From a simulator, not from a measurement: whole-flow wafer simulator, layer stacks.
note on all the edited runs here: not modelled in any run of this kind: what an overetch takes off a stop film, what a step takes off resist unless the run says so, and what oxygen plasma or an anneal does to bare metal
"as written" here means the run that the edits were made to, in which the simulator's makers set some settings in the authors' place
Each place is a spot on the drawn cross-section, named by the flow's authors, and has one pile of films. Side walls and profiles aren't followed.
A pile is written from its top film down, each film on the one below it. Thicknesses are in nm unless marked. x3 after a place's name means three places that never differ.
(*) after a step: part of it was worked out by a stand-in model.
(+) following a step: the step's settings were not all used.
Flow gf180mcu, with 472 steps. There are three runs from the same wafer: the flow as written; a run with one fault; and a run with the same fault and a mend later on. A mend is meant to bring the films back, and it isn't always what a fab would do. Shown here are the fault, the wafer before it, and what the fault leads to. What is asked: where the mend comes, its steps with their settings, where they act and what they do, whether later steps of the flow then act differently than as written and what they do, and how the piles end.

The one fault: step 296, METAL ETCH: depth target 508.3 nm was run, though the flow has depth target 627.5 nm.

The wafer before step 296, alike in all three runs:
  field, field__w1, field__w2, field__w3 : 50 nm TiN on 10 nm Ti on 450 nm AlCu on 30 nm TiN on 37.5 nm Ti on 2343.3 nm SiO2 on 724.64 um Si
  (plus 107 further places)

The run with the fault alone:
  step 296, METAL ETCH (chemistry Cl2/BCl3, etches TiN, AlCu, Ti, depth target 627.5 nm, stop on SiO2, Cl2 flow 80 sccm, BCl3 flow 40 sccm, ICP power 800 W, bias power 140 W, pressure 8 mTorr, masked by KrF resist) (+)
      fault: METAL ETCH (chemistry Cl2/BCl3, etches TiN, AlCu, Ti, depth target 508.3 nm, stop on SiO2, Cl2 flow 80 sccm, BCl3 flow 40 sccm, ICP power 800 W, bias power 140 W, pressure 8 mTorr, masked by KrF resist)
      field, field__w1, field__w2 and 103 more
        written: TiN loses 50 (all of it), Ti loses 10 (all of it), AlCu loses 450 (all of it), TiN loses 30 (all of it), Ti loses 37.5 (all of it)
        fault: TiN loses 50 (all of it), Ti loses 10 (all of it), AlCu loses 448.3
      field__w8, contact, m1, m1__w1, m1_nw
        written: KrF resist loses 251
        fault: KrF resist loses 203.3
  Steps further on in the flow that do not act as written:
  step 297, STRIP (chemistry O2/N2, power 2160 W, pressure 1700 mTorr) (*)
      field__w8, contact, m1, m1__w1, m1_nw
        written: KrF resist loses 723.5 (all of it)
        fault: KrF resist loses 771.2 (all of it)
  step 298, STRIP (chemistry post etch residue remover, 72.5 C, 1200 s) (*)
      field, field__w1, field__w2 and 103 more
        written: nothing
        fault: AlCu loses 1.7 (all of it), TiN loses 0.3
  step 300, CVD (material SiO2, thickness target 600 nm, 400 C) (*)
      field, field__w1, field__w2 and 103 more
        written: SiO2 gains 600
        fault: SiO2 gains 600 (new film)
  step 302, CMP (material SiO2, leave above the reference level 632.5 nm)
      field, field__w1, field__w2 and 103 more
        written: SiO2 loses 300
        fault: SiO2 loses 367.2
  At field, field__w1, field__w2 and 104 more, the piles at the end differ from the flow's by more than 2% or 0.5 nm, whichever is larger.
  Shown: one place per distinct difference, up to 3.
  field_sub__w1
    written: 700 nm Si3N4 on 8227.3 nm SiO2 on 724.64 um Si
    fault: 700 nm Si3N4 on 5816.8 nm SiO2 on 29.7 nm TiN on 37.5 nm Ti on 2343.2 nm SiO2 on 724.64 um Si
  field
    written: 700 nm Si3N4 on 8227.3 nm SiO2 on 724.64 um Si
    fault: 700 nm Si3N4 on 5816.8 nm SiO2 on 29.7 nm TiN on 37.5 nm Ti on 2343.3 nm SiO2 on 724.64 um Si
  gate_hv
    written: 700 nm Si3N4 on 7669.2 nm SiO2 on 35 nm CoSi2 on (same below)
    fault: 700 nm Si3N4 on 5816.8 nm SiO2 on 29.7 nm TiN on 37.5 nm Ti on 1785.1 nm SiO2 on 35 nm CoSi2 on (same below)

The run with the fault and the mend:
  After step 296 comes the mend.
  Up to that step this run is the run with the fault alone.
  step 296a, METAL ETCH (chemistry Cl2/BCl3, etches TiN, AlCu, Ti, depth target 119.2 nm, stop on SiO2, Cl2 flow 80 sccm, BCl3 flow 40 sccm, ICP power 800 W, bias power 140 W, pressure 8 mTorr, masked by KrF resist) (+) (a further turn of the flow's step 296, with different settings)
      field, field__w1, field__w2 and 103 more
        AlCu loses 1.7 (all of it), TiN loses 30 (all of it), Ti loses 37.5 (all of it)
      field__w8, contact, m1, m1__w1, m1_nw
        KrF resist loses 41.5
  None of the later steps of the flow differs from how it acts as written, at any place that is followed, by more than 2% or 0.5 nm, whichever is larger.
  At every place that both follow, the piles at the end match the flow's.
